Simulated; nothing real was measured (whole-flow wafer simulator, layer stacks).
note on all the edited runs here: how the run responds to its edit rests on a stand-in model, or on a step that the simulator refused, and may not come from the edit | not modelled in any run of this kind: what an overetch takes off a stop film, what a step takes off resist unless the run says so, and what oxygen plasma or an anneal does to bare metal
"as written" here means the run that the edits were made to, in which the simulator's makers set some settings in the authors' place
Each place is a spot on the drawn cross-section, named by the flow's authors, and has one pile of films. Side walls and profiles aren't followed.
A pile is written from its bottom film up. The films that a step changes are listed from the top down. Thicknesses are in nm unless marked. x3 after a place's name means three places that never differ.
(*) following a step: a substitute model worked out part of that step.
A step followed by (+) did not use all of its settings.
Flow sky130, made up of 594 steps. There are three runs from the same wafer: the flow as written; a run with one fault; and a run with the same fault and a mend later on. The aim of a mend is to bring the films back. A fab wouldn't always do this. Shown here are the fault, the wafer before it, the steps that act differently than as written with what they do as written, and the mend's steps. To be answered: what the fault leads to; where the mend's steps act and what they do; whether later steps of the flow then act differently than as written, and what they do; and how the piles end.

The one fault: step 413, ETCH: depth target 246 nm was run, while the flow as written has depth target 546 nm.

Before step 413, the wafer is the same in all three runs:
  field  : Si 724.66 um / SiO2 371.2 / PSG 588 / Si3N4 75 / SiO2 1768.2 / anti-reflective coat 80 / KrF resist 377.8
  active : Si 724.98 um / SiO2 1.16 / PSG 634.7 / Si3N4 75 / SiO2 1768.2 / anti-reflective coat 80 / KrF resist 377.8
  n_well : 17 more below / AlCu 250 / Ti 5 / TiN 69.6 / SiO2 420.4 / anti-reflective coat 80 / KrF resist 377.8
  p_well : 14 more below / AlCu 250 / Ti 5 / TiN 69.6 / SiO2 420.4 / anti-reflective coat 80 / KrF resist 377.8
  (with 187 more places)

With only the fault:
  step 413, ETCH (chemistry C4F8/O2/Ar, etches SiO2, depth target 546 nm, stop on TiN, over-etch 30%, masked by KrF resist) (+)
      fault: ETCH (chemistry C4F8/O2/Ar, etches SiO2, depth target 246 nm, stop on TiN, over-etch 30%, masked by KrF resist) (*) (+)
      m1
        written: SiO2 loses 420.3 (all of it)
        fault: SiO2 loses 246
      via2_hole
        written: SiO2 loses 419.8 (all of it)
        fault: SiO2 loses 246
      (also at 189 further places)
  Steps later in the flow that act otherwise than as written (1 more step, not shown, differs only slightly: by at most 2% or 0.5 nm, whichever is larger):
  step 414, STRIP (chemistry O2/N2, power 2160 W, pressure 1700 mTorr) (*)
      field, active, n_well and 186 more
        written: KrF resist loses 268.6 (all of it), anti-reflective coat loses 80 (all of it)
        fault: KrF resist loses 328.6 (all of it), anti-reflective coat loses 80 (all of it)
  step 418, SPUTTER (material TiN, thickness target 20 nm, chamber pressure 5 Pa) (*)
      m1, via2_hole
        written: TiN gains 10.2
        fault: TiN gains 12.7 (new film)
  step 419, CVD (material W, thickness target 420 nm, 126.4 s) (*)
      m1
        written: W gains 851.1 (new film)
        fault: W gains 673.9 (new film)
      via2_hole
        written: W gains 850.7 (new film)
        fault: W gains 673.9 (new film)
  By the end, the piles at m1, via2_hole depart from the flow's by more than 2% or 0.5 nm, whichever is larger.
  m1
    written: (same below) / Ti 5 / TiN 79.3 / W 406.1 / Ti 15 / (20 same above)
    fault: (same below) / Ti 5 / TiN 69.6 / SiO2 174.3 / TiN 12.7 / W 228.9 / Ti 15 / (20 same above)
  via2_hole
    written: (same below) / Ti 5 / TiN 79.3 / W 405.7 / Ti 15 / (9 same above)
    fault: (same below) / Ti 5 / TiN 69.6 / SiO2 173.8 / TiN 12.7 / W 228.9 / Ti 15 / (9 same above)

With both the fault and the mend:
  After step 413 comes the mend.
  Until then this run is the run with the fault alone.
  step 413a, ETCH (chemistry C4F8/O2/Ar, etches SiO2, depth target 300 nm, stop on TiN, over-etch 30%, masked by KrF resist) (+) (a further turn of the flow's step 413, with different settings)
      field, active, n_well and 186 more
        KrF resist loses 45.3
      m1
        SiO2 loses 174.3 (all of it)
      via2_hole
        SiO2 loses 173.8 (all of it)
  Steps later in the flow that act otherwise than as written:
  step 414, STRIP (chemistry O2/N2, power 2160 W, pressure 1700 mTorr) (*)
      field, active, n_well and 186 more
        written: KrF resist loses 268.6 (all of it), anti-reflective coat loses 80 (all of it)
        mend: KrF resist loses 283.3 (all of it), anti-reflective coat loses 80 (all of it)
  At every place that both follow, the piles at the end match the flow's.
